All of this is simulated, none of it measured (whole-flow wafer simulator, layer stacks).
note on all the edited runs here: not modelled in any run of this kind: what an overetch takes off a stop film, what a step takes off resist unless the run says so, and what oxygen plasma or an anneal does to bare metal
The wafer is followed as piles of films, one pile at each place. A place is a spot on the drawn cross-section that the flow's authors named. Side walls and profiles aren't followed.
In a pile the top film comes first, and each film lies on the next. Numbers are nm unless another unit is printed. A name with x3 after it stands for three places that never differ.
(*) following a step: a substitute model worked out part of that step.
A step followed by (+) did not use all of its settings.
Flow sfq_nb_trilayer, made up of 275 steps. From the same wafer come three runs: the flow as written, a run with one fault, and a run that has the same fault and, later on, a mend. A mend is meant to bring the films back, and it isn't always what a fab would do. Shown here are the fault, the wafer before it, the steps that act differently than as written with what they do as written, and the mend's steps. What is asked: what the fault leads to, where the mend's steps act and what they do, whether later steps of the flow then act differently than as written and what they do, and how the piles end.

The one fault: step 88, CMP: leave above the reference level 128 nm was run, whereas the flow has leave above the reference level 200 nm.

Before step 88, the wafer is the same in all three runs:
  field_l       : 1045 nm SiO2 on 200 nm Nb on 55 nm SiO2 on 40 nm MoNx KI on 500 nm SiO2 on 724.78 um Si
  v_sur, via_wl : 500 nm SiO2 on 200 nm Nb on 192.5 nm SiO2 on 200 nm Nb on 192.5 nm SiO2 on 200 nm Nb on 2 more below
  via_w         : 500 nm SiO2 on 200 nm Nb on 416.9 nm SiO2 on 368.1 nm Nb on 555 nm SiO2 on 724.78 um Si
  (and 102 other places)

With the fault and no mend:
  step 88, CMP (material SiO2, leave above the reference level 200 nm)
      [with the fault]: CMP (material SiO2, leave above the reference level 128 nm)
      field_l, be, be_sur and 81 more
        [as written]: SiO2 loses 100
        [with the fault]: SiO2 loses 172
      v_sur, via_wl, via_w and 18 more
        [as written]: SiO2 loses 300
        [with the fault]: SiO2 loses 372
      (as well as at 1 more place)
  Steps later in the flow that act otherwise than as written (3 other steps are not shown; they differ only slightly, by no more than 2% or 0.5 nm, whichever is larger):
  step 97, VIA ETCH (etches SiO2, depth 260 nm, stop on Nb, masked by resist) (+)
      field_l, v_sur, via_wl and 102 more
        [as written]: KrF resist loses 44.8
        [with the fault]: KrF resist loses 33.1
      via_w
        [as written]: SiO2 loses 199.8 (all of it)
        [with the fault]: SiO2 loses 127.8 (all of it)
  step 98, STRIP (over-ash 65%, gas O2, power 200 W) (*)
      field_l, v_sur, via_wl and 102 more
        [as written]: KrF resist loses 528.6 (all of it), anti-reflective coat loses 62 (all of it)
        [with the fault]: KrF resist loses 540.4 (all of it), anti-reflective coat loses 62 (all of it)
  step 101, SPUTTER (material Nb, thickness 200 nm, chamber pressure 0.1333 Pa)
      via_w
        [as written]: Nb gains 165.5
        [with the fault]: Nb gains 181.4
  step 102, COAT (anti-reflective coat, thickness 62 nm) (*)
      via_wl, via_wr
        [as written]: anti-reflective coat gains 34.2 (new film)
        [with the fault]: anti-reflective coat gains 36.6 (new film)
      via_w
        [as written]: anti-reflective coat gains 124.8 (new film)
        [with the fault]: anti-reflective coat gains 108.3 (new film)
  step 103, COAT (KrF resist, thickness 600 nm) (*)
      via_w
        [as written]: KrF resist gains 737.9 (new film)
        [with the fault]: KrF resist gains 678.2 (new film)
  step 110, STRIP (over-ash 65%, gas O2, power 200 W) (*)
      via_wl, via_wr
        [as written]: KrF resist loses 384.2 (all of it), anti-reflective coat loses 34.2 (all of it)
        [with the fault]: KrF resist loses 390.9 (all of it), anti-reflective coat loses 36.6 (all of it)
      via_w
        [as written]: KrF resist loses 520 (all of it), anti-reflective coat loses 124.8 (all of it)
        [with the fault]: KrF resist loses 460.4 (all of it), anti-reflective coat loses 108.3 (all of it)
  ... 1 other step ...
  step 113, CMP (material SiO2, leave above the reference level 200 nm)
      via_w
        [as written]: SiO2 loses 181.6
        [with the fault]: SiO2 loses 157.1
  By the end, the piles at field_l, v_sur, via_wl and 103 more depart from the flow's by more than 2% or 0.5 nm, whichever is larger.
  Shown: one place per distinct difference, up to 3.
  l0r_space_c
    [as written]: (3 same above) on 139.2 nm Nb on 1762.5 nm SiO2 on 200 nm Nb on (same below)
    [with the fault]: (3 same above) on 139.2 nm Nb on 1690.5 nm SiO2 on 200 nm Nb on (same below)
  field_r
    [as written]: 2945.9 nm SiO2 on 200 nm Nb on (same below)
    [with the fault]: 2873.9 nm SiO2 on 200 nm Nb on (same below)
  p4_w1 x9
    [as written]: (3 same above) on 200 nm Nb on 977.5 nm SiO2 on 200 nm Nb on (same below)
    [with the fault]: (3 same above) on 200 nm Nb on 905.5 nm SiO2 on 200 nm Nb on (same below)

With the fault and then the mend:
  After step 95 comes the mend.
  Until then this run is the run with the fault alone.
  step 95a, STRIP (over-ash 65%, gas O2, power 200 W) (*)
      field_l, v_sur, via_wl and 102 more
        KrF resist loses 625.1 (all of it), anti-reflective coat loses 62 (all of it)
      via_w
        anti-reflective coat loses 62 (all of it)
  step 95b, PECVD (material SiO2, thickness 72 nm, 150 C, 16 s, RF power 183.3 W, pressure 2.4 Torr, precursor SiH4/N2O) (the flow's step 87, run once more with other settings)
      field_l, v_sur, via_wl and 103 more
        SiO2 gains 72
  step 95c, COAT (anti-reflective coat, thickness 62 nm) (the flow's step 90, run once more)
      field_l, v_sur, via_wl and 103 more
        anti-reflective coat gains 62 (new film)
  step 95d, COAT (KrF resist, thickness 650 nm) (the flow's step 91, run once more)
      field_l, v_sur, via_wl and 103 more
        KrF resist gains 650 (new film)
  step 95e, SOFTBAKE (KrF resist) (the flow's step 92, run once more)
      does not change any film at any place that is followed
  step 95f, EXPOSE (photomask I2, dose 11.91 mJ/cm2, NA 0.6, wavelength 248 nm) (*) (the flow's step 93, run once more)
      does not change any film at any place that is followed
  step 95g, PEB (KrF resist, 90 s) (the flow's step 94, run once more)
      field_l, v_sur, via_wl and 103 more
        KrF resist loses 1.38
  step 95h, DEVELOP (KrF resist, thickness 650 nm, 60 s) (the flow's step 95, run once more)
      field_l, v_sur, via_wl and 102 more
        KrF resist loses 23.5
      via_w
        KrF resist loses 648.6 (all of it)
  Later steps of the flow that are run all act as written at every place that is followed.
  By the end, the piles equal the flow's at every place that both follow.
